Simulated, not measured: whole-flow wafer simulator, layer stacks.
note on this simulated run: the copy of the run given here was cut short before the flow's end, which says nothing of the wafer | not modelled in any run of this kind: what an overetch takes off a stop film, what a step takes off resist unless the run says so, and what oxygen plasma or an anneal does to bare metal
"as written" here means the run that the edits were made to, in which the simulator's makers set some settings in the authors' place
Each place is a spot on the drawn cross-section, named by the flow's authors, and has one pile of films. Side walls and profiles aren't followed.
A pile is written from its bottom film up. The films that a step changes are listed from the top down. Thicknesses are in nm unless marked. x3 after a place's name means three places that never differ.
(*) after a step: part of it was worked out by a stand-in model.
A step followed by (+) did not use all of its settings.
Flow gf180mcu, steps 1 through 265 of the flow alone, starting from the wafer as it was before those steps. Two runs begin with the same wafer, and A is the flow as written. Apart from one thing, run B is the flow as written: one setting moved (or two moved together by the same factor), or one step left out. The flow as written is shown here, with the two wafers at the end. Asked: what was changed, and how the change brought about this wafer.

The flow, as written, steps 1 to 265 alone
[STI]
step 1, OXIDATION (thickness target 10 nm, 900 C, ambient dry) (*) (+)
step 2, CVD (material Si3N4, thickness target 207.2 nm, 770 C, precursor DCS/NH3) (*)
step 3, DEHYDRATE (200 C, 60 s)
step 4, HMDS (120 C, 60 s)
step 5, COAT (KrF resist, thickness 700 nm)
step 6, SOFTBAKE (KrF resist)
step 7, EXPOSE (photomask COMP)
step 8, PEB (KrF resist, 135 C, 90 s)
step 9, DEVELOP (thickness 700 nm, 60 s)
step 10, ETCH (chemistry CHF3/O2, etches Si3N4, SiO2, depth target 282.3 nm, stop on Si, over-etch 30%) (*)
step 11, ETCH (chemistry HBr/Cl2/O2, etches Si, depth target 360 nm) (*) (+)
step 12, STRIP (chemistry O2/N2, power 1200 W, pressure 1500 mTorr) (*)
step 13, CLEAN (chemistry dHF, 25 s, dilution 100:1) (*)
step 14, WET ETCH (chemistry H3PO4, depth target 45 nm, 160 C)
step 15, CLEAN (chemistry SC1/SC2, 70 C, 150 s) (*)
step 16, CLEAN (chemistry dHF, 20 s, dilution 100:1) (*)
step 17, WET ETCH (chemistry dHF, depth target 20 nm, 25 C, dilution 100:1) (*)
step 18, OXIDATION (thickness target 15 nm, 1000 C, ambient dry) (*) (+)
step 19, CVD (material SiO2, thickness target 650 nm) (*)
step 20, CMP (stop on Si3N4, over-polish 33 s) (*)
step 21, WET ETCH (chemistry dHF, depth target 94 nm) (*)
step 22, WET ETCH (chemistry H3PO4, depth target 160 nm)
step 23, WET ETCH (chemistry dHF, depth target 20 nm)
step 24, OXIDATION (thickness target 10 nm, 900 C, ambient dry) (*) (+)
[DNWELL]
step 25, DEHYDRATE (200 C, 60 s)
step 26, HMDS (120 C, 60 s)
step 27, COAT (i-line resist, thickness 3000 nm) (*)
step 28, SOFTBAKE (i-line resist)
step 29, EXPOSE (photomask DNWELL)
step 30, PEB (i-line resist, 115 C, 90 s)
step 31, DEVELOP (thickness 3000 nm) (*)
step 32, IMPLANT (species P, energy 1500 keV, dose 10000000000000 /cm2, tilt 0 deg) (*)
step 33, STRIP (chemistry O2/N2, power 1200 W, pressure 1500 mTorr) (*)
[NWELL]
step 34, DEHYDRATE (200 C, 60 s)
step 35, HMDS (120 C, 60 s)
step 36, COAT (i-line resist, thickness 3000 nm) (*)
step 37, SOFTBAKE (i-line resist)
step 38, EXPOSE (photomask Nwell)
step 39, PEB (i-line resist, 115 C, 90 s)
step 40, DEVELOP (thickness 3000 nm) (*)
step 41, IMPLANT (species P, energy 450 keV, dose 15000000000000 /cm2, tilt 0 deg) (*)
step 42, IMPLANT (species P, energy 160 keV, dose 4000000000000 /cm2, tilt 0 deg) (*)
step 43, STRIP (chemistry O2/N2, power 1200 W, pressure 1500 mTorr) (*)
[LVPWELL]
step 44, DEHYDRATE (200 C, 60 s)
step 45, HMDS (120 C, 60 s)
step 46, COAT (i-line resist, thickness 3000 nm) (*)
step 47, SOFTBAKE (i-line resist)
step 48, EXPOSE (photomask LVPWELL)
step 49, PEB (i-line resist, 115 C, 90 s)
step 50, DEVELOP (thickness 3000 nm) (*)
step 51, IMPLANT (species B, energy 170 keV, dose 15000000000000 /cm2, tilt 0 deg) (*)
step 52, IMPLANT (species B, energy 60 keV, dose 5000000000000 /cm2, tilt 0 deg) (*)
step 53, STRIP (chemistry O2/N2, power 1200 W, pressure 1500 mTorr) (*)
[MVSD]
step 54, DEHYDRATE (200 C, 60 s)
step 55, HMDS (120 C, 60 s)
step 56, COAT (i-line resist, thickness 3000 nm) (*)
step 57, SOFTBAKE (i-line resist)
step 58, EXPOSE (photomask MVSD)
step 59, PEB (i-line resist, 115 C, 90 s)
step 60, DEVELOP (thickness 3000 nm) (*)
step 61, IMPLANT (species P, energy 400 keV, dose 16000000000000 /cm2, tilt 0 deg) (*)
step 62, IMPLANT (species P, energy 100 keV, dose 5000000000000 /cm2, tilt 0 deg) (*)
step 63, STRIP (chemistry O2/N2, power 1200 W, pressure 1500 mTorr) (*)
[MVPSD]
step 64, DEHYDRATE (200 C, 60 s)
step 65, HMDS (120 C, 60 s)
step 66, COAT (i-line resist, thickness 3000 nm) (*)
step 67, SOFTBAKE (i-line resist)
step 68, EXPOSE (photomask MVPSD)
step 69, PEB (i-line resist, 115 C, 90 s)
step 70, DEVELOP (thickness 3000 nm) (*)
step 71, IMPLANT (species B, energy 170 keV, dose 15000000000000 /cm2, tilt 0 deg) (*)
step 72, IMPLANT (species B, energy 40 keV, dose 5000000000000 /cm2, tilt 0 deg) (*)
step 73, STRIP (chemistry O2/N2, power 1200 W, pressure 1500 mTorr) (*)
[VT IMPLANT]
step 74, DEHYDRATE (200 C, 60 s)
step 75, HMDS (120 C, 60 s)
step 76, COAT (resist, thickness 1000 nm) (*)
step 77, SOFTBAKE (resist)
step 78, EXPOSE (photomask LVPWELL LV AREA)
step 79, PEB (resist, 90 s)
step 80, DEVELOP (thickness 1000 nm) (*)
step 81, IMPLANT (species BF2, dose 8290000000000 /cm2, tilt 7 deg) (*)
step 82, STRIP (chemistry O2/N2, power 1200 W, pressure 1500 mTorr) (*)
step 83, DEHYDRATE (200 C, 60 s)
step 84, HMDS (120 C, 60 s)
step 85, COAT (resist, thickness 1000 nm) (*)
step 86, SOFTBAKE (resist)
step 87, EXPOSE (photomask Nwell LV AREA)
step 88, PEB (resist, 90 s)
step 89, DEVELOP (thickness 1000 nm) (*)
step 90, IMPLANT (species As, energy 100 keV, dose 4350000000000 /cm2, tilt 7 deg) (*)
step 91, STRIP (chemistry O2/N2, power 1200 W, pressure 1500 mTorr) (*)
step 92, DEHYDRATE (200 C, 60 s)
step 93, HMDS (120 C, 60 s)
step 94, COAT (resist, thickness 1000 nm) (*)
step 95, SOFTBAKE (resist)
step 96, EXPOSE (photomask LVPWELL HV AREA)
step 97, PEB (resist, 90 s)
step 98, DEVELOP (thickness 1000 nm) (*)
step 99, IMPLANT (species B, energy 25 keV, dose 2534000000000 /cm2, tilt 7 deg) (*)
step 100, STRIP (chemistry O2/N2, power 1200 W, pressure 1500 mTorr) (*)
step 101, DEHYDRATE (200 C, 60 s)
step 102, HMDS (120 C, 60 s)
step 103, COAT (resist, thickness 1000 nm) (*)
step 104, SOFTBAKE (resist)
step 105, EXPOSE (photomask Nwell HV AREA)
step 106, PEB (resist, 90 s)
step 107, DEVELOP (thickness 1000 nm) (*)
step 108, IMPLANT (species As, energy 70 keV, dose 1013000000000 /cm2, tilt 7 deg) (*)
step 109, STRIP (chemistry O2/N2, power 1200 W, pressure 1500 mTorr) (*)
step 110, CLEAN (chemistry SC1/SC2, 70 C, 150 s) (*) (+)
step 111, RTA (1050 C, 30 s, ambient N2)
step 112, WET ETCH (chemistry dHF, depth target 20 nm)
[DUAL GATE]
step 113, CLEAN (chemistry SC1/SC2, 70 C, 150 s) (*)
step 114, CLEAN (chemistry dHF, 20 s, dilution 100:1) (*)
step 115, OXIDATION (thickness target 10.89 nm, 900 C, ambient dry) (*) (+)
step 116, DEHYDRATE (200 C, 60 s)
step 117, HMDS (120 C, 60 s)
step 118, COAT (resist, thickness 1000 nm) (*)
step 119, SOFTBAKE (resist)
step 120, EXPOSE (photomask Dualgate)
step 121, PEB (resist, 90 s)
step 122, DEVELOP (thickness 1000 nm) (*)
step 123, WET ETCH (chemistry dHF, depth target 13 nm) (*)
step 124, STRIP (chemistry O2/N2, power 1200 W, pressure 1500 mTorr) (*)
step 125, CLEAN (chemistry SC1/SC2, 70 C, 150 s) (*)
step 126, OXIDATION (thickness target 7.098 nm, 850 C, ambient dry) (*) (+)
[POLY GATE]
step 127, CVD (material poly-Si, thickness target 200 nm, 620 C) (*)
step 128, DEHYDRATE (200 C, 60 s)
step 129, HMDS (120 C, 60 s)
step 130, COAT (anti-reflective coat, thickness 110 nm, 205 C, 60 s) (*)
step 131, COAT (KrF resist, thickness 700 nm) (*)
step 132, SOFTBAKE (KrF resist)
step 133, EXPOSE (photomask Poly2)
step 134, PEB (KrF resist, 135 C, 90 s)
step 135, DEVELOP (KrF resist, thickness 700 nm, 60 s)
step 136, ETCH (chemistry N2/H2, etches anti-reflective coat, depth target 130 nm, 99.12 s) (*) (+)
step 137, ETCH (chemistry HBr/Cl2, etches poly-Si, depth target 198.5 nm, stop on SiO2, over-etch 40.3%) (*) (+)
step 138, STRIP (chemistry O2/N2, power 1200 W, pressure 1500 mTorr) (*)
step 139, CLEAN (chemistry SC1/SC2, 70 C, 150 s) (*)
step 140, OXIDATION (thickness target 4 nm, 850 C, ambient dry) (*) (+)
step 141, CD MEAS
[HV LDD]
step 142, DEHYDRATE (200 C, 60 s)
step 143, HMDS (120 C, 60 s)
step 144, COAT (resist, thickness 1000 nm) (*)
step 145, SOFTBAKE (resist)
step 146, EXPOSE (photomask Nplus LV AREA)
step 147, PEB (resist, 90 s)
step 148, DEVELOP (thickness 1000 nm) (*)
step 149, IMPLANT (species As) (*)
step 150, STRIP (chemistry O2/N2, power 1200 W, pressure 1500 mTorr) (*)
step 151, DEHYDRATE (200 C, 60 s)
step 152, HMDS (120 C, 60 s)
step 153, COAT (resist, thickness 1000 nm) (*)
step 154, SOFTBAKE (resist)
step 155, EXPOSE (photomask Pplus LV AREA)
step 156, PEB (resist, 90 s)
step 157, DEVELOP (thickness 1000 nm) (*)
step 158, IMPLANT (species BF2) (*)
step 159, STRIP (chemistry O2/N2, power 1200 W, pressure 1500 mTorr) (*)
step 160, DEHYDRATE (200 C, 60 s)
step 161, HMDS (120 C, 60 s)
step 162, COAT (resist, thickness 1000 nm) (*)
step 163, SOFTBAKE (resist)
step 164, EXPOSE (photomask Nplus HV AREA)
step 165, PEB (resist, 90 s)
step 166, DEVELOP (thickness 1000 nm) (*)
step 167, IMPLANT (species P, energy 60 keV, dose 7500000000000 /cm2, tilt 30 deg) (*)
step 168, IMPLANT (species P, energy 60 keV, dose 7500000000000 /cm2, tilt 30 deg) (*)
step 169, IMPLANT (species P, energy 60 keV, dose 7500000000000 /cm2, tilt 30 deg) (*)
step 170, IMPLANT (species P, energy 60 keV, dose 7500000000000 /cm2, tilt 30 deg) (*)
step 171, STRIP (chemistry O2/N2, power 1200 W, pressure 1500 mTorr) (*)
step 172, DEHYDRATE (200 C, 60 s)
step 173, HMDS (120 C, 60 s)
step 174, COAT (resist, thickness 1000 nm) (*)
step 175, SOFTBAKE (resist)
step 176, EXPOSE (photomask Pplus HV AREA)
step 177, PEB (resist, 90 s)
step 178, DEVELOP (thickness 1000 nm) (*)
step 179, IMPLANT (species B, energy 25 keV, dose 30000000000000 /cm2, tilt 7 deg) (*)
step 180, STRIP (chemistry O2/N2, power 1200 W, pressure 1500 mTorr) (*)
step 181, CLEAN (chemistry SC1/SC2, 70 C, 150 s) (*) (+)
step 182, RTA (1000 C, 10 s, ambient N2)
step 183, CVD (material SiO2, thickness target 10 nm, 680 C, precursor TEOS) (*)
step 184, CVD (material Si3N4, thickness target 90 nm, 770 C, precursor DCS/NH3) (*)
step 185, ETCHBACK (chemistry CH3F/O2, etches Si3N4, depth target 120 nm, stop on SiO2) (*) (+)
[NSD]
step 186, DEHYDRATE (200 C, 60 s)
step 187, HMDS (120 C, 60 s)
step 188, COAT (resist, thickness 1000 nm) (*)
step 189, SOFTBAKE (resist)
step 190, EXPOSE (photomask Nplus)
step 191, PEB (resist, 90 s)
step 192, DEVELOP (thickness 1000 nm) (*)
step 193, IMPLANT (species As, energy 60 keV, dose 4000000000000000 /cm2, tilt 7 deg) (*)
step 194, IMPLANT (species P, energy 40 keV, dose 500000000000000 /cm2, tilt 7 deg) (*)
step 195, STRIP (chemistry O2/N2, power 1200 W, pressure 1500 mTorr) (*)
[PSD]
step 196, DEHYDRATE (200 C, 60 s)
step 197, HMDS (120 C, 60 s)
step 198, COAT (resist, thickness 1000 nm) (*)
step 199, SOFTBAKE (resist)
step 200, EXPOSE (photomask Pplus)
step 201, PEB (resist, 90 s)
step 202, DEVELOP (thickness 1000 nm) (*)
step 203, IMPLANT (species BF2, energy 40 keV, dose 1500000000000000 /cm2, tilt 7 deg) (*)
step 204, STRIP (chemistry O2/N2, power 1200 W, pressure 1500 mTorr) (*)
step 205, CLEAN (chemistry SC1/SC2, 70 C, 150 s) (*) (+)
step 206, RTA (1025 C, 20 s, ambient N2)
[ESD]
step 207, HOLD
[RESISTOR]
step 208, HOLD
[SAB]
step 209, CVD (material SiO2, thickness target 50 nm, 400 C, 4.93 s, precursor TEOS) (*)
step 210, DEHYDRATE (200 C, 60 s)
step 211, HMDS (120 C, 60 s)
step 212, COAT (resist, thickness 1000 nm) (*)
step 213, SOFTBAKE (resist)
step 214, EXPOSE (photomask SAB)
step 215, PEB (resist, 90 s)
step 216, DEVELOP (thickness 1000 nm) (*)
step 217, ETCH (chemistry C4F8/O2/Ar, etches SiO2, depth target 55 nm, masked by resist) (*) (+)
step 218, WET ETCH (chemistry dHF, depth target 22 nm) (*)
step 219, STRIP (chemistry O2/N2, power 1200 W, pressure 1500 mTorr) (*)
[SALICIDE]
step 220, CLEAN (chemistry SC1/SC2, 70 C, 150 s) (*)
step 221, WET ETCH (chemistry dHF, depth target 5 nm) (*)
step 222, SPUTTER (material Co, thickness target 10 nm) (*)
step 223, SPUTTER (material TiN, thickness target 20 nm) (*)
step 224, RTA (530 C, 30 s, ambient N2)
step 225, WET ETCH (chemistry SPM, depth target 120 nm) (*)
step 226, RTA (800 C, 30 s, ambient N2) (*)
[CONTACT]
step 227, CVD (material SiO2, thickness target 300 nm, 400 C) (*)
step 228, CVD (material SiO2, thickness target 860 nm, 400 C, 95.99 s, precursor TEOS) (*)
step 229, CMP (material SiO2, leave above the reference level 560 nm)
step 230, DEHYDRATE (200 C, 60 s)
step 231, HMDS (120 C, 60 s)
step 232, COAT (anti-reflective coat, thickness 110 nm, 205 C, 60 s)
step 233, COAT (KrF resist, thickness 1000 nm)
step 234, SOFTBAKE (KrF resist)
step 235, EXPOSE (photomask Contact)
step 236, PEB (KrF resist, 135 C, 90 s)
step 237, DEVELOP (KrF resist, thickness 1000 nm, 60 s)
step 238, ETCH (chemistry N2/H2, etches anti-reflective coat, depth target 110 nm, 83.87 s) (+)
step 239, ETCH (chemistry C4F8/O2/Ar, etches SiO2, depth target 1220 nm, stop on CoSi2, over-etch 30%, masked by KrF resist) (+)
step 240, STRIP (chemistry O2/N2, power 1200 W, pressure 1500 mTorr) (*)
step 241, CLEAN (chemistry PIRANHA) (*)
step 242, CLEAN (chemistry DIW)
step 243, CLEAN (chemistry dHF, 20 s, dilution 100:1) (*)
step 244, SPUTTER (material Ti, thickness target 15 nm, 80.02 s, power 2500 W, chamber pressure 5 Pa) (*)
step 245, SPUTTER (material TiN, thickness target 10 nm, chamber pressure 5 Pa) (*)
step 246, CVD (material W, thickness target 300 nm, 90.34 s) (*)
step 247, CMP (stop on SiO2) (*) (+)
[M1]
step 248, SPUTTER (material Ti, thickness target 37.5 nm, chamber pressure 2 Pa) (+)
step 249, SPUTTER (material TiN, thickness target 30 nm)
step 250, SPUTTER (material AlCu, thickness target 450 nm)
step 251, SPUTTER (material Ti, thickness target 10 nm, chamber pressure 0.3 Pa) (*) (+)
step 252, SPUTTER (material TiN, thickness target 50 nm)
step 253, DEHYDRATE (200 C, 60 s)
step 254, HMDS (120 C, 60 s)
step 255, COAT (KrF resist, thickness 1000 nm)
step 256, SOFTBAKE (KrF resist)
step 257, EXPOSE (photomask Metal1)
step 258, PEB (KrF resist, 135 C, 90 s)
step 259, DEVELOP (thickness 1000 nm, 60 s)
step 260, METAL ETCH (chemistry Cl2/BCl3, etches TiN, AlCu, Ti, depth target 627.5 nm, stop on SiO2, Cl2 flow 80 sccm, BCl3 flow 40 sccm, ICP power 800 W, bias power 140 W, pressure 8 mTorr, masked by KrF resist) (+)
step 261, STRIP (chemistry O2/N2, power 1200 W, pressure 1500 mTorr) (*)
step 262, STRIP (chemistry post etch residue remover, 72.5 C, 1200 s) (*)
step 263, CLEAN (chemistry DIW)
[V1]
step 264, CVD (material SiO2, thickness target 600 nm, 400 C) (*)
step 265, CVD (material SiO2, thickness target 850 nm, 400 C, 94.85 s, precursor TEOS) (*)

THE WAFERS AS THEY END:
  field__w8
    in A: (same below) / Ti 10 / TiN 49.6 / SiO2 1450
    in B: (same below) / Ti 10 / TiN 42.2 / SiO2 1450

The reason: step 252, SPUTTER: thickness target 42.6 nm was run, though the flow has thickness target 50 nm.

Step by step, how the change led to this:
  step 252, SPUTTER (material TiN, thickness target 50 nm)
      field, field__w1, field__w2 and 108 more: A +50 TiN (new film) | B +42.6 TiN (new film)
  step 260, METAL ETCH (chemistry Cl2/BCl3, etches TiN, AlCu, Ti, depth target 627.5 nm, stop on SiO2, Cl2 flow 80 sccm, BCl3 flow 40 sccm, ICP power 800 W, bias power 140 W, pressure 8 mTorr, masked by KrF resist) (+)
      field, field__w1, field__w2 and 99 more: A -50 TiN (all of it), -10 Ti (all of it), -450 AlCu (all of it), -30 TiN (all of it), -37.5 Ti (all of it) | B -42.6 TiN (all of it), -10 Ti (all of it), -450 AlCu (all of it), -30 TiN (all of it), -37.5 Ti (all of it)
